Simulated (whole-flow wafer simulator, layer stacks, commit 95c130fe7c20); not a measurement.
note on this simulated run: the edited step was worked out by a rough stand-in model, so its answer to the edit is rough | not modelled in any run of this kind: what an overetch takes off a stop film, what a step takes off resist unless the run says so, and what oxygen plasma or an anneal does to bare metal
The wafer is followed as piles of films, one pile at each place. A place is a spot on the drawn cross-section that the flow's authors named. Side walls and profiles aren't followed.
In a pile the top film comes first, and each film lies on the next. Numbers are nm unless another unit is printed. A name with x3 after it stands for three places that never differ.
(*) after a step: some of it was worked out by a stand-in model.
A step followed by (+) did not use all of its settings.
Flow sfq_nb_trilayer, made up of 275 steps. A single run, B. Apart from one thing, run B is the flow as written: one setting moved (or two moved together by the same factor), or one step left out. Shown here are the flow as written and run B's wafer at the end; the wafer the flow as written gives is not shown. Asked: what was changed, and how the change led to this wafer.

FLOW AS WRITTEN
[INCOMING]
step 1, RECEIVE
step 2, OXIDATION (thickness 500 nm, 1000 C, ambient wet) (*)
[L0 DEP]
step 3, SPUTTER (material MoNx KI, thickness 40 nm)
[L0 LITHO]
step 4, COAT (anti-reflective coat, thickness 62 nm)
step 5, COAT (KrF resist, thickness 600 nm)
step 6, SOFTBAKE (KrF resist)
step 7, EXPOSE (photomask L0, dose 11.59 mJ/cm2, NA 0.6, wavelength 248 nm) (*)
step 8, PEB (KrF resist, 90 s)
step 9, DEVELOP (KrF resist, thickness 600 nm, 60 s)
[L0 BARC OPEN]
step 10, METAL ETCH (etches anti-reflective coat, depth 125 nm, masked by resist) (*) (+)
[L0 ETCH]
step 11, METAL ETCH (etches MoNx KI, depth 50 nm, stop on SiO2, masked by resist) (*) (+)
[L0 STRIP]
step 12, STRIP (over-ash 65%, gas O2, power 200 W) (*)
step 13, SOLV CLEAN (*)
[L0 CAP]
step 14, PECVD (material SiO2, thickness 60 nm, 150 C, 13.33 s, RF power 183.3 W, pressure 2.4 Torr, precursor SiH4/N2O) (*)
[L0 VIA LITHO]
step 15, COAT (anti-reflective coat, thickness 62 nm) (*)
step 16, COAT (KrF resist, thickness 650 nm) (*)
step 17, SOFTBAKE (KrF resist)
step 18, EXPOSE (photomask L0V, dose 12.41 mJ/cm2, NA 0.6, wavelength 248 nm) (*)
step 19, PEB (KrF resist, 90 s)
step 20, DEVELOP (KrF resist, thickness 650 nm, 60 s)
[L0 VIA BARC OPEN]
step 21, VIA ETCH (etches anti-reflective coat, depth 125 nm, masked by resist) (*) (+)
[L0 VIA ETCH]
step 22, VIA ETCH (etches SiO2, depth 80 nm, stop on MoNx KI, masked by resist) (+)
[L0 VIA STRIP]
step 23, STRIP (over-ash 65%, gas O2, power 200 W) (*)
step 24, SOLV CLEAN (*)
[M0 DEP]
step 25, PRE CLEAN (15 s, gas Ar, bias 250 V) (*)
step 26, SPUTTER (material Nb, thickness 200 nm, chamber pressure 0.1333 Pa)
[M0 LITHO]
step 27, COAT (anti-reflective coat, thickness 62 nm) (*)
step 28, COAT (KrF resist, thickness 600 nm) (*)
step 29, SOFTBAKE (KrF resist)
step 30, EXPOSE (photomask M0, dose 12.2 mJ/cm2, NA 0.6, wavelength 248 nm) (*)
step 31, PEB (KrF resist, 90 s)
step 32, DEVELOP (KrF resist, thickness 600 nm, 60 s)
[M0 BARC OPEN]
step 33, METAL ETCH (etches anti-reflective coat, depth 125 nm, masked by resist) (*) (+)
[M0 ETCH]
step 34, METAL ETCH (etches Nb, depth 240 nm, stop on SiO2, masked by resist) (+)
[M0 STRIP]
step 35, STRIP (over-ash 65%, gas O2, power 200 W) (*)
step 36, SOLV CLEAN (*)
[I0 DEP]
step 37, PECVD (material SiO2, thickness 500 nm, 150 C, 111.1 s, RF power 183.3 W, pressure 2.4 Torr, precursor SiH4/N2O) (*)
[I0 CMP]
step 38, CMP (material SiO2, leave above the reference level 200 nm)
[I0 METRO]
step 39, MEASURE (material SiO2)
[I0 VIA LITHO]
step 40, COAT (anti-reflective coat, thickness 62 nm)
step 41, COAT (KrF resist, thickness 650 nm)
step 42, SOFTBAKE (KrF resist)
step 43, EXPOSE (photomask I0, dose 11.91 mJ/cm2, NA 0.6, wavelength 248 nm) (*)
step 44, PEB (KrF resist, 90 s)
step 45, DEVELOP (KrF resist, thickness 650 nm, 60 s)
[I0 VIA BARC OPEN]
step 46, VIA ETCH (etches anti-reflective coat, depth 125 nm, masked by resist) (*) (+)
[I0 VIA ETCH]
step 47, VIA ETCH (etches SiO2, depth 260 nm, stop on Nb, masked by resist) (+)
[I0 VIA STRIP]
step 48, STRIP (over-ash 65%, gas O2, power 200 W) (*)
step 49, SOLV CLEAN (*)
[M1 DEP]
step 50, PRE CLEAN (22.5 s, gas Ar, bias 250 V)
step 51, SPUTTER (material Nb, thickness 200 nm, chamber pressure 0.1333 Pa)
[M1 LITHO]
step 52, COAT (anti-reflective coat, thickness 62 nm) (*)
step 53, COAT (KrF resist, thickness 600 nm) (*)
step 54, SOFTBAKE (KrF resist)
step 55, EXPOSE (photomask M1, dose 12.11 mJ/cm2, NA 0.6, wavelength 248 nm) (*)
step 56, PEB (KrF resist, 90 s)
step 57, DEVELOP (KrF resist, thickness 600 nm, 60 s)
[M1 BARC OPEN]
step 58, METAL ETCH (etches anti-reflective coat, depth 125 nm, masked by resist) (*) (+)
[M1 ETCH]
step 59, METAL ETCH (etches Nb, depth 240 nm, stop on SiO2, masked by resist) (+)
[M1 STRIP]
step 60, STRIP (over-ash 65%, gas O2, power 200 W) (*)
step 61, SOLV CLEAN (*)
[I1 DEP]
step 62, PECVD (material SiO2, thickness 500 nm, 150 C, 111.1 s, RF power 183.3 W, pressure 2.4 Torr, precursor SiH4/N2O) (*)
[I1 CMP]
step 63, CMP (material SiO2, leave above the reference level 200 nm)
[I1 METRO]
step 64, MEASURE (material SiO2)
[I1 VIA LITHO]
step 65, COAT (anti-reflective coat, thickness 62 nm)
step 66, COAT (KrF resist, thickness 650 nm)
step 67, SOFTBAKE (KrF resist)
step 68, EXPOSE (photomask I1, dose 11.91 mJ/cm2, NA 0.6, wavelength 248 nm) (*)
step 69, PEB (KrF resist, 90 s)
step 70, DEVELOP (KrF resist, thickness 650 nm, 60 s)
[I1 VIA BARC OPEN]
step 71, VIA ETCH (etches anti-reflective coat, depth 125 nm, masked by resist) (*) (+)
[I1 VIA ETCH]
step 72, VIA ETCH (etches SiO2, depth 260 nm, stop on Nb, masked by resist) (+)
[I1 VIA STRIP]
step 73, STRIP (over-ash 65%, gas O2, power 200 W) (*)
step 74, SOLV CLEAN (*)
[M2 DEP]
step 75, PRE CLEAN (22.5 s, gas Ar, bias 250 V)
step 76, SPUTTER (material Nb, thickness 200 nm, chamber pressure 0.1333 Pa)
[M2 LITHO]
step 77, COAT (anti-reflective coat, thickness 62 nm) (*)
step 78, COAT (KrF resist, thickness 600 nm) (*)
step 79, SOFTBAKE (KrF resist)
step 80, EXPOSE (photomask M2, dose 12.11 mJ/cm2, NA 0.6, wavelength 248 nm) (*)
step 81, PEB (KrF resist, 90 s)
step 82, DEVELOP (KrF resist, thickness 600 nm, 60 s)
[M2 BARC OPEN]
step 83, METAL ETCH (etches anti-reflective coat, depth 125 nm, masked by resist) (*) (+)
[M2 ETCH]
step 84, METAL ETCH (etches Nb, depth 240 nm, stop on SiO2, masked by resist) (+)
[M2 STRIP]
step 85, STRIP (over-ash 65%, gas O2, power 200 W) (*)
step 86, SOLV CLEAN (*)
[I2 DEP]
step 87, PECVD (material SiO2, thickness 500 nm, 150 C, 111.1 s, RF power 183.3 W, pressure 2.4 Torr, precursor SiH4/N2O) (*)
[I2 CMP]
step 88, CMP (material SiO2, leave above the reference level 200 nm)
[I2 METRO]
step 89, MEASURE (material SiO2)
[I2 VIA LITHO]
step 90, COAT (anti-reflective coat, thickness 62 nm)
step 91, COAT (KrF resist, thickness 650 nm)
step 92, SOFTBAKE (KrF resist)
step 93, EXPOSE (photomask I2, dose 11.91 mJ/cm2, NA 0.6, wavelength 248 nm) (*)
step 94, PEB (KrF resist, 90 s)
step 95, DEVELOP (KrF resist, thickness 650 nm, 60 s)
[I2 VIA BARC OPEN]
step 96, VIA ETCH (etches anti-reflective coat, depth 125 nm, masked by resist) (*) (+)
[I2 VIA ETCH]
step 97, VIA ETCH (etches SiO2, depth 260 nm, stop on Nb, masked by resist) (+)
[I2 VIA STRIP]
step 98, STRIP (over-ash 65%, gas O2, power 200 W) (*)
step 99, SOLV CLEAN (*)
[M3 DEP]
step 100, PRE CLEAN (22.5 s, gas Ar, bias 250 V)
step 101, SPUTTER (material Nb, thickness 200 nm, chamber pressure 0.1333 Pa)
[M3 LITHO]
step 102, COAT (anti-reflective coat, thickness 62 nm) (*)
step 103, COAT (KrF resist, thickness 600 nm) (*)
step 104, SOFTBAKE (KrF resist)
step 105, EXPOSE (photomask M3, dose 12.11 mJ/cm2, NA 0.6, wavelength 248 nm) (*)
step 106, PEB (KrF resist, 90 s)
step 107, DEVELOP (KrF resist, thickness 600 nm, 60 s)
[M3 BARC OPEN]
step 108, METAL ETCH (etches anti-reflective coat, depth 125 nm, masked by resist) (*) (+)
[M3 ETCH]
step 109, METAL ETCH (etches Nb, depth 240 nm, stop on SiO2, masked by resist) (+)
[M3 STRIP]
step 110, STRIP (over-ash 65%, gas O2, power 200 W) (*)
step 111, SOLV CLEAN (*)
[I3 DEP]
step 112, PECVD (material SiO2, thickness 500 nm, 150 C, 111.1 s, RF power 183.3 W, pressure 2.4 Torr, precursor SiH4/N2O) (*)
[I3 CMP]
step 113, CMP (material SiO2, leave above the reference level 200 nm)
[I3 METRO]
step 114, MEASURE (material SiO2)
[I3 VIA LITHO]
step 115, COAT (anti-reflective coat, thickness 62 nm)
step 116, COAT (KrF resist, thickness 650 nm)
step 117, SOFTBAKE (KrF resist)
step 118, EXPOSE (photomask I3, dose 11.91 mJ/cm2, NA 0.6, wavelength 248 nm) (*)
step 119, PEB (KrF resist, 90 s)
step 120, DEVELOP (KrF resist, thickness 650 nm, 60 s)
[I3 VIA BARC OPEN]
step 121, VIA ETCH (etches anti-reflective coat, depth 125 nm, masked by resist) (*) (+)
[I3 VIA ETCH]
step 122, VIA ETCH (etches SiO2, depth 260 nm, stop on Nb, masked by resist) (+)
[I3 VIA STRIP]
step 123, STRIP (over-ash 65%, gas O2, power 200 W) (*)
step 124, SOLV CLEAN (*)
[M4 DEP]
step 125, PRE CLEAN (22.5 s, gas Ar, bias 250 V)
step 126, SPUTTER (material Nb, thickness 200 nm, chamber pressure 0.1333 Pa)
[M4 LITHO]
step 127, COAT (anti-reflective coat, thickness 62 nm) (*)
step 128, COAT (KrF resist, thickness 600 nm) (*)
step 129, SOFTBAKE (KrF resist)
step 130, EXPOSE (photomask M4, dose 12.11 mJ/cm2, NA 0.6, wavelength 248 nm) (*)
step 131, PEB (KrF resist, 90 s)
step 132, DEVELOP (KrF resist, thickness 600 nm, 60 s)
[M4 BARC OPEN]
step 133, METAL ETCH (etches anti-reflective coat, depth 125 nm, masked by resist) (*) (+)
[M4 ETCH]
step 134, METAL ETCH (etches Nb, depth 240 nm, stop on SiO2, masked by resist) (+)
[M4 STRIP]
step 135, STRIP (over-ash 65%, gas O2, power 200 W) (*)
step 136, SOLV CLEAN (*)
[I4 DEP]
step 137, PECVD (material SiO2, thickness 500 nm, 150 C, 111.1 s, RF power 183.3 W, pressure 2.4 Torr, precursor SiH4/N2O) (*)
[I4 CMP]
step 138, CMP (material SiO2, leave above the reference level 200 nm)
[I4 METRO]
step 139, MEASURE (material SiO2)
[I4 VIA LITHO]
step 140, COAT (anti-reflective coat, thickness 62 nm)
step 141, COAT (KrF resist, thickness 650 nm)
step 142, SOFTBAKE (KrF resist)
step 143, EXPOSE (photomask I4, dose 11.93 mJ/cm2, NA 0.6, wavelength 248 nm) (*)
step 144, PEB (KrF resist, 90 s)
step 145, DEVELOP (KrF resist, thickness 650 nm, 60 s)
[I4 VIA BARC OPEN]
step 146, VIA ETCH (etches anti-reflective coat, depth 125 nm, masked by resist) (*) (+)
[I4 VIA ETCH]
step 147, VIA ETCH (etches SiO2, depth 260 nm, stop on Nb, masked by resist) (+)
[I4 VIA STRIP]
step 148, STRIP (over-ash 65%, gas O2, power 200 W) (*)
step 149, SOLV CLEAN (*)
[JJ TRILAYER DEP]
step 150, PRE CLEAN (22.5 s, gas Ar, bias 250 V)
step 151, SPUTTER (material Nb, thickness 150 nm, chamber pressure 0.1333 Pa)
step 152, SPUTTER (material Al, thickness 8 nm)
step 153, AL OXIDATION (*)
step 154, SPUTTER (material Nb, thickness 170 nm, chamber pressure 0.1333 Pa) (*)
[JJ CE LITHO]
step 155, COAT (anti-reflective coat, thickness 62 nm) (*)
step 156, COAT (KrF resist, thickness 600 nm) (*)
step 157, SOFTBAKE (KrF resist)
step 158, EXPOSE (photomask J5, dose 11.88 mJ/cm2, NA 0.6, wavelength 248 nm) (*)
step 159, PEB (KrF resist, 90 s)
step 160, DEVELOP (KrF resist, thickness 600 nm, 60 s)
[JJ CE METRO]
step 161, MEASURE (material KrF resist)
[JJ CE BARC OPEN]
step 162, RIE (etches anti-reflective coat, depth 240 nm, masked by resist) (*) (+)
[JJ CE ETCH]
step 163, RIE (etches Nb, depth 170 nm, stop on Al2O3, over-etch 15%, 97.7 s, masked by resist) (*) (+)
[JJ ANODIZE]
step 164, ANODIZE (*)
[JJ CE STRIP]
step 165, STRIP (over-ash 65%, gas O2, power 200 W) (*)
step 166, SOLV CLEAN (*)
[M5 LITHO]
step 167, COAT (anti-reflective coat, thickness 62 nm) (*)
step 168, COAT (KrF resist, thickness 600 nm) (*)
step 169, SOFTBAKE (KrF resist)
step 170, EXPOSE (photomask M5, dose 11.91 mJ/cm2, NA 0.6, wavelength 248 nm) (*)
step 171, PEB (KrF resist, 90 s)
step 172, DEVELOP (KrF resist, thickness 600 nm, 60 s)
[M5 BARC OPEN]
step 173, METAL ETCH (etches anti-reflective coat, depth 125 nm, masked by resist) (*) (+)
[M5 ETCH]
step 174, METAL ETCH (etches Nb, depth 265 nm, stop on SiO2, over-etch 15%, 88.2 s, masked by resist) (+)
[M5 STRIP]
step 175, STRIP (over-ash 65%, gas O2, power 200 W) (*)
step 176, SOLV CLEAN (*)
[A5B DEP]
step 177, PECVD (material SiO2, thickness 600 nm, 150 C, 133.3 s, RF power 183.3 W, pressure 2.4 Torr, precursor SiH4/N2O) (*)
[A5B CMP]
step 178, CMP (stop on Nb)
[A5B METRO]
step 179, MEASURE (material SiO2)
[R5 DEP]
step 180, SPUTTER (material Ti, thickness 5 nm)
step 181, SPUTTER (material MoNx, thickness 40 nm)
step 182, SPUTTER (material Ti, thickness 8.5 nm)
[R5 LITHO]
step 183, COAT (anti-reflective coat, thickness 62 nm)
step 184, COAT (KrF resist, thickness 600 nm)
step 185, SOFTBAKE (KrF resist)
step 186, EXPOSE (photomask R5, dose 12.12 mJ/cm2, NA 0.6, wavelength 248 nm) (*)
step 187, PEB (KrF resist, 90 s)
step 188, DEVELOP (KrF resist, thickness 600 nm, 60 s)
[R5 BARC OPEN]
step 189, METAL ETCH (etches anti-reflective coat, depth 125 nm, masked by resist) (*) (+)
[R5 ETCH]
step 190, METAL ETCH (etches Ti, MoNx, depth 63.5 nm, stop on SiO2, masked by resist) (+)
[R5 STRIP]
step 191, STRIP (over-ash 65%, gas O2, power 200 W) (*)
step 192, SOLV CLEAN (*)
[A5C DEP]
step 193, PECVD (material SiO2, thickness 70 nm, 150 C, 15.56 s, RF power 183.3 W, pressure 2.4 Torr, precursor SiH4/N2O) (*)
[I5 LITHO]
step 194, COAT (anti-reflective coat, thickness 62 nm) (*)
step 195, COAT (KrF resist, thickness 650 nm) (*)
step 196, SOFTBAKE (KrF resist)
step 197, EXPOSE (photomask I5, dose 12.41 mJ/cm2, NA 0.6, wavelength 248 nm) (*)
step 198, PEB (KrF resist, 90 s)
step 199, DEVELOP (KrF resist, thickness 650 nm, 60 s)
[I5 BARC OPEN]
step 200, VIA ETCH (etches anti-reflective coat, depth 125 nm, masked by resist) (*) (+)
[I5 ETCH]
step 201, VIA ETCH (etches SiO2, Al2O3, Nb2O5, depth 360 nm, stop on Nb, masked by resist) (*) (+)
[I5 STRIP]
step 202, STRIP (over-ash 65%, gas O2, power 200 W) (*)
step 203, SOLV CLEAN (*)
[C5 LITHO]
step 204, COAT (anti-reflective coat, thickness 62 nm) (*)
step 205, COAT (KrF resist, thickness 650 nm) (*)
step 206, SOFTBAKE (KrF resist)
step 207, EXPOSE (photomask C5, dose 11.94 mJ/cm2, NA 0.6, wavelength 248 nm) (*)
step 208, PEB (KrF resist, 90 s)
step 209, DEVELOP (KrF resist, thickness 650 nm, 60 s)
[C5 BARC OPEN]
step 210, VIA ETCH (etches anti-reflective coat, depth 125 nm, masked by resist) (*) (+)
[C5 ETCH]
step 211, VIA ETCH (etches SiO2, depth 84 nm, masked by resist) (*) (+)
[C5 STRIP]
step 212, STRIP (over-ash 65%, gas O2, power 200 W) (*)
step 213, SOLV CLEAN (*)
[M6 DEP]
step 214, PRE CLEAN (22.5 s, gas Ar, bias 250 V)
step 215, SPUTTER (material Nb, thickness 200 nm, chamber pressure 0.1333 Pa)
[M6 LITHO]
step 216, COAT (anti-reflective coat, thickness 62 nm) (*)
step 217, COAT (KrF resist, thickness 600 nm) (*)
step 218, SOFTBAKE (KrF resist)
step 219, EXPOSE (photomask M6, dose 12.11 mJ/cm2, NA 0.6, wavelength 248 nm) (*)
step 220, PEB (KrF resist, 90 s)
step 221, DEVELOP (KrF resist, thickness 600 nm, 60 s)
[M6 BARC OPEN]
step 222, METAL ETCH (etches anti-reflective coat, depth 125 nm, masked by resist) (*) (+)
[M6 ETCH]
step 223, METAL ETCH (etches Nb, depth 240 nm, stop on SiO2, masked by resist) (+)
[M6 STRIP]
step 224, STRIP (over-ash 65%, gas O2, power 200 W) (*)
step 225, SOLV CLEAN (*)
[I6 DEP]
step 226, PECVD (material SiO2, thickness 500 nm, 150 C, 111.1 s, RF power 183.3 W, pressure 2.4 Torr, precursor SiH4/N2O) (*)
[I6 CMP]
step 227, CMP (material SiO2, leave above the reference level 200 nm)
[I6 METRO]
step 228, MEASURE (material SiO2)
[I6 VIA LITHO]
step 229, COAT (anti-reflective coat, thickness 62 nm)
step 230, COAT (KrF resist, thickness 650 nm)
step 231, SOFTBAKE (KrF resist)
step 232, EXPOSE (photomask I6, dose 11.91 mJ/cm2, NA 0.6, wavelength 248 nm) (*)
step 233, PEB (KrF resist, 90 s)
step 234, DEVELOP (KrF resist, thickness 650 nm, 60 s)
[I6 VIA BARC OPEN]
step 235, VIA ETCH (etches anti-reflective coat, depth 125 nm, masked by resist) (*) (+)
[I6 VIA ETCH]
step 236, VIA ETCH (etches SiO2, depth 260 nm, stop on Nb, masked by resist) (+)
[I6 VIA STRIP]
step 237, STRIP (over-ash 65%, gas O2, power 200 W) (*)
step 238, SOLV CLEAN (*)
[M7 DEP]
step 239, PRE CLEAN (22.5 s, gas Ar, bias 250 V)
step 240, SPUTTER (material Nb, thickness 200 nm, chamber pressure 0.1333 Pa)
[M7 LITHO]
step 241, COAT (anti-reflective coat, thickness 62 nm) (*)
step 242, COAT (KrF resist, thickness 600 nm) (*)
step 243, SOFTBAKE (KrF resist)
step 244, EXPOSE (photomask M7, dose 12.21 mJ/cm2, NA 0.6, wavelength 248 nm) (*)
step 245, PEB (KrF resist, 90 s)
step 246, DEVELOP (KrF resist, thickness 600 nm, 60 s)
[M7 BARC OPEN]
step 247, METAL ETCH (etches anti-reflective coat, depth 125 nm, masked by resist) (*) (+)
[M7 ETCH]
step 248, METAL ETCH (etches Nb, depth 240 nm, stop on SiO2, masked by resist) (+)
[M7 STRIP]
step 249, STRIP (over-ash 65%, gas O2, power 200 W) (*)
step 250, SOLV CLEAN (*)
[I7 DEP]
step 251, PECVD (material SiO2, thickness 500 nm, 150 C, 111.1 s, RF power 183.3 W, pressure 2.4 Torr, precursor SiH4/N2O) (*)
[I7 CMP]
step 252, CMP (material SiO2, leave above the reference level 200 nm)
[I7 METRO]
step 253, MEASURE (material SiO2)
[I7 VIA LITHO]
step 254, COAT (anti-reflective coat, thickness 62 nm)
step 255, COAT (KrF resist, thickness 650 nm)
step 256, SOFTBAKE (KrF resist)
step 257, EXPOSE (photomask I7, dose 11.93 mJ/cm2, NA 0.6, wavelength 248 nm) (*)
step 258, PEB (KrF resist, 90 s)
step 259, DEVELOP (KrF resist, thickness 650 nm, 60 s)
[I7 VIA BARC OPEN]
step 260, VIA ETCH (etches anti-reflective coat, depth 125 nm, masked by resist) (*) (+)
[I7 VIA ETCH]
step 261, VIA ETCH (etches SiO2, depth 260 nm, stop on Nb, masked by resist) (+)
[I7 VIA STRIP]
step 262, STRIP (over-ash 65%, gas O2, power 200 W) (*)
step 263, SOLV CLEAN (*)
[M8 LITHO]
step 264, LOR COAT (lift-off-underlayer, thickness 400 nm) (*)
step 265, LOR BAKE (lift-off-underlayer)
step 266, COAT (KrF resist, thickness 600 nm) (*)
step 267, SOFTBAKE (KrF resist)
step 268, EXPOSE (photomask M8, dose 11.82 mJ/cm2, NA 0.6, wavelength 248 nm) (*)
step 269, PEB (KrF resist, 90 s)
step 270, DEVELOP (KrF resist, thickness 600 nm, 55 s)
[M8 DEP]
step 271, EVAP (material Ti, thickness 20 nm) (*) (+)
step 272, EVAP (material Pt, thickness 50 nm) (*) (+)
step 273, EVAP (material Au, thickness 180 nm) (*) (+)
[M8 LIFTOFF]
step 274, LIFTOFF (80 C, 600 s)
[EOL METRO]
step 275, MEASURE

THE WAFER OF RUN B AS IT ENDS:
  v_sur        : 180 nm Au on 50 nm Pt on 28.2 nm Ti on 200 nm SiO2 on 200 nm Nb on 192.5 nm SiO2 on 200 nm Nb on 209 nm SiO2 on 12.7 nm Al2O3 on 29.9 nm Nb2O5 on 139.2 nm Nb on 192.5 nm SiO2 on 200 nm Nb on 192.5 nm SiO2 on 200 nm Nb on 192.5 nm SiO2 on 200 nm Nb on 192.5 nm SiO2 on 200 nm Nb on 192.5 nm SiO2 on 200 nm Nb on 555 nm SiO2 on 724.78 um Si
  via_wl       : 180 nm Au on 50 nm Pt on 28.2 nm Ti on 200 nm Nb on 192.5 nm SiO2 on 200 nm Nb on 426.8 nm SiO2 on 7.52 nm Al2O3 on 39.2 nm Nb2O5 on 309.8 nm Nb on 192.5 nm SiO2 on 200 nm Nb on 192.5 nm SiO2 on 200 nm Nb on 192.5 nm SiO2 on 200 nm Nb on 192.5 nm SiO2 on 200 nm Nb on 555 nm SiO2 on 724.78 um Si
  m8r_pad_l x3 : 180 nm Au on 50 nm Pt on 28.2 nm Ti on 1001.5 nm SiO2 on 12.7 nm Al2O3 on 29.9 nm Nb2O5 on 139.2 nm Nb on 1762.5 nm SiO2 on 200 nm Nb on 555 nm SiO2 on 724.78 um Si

What caused this: step 271, EVAP: thickness 28.2 nm was run, whereas the flow has thickness 20 nm.
One can read it off the wafer: v_sur has Ti 28.2, and step 271 as written asks for 20 nm.

How this came from the change, step by step:
  step 271, EVAP (material Ti, thickness 20 nm) (*) (+)
      field_l, v_sur, via_wl and 103 more: Ti gains 28.2 (new film) (it would be, as written: Ti gains 20 (new film))
  step 274, LIFTOFF (80 C, 600 s)
      p4_fl x3, p4_w1 x9, p4_g1 x2 and 60 more: Au loses 180 (all of it), Pt loses 50 (all of it), Ti loses 28.2 (all of it), KrF resist loses 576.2 (all of it), lift-off-underlayer loses 400 (all of it) (it would be, as written: Au loses 180 (all of it), Pt loses 50 (all of it), Ti loses 20 (all of it), KrF resist loses 576.2 (all of it), lift-off-underlayer loses 400 (all of it))
      c5j, ce_r: Au loses 180 (all of it), Pt loses 50 (all of it), Ti loses 28.2 (all of it), KrF resist loses 573.3 (all of it), lift-off-underlayer loses 399.3 (all of it) (it would be, as written: Au loses 180 (all of it), Pt loses 50 (all of it), Ti loses 20 (all of it), KrF resist loses 573.3 (all of it), lift-off-underlayer loses 399.3 (all of it))
      (also at 19 further places)
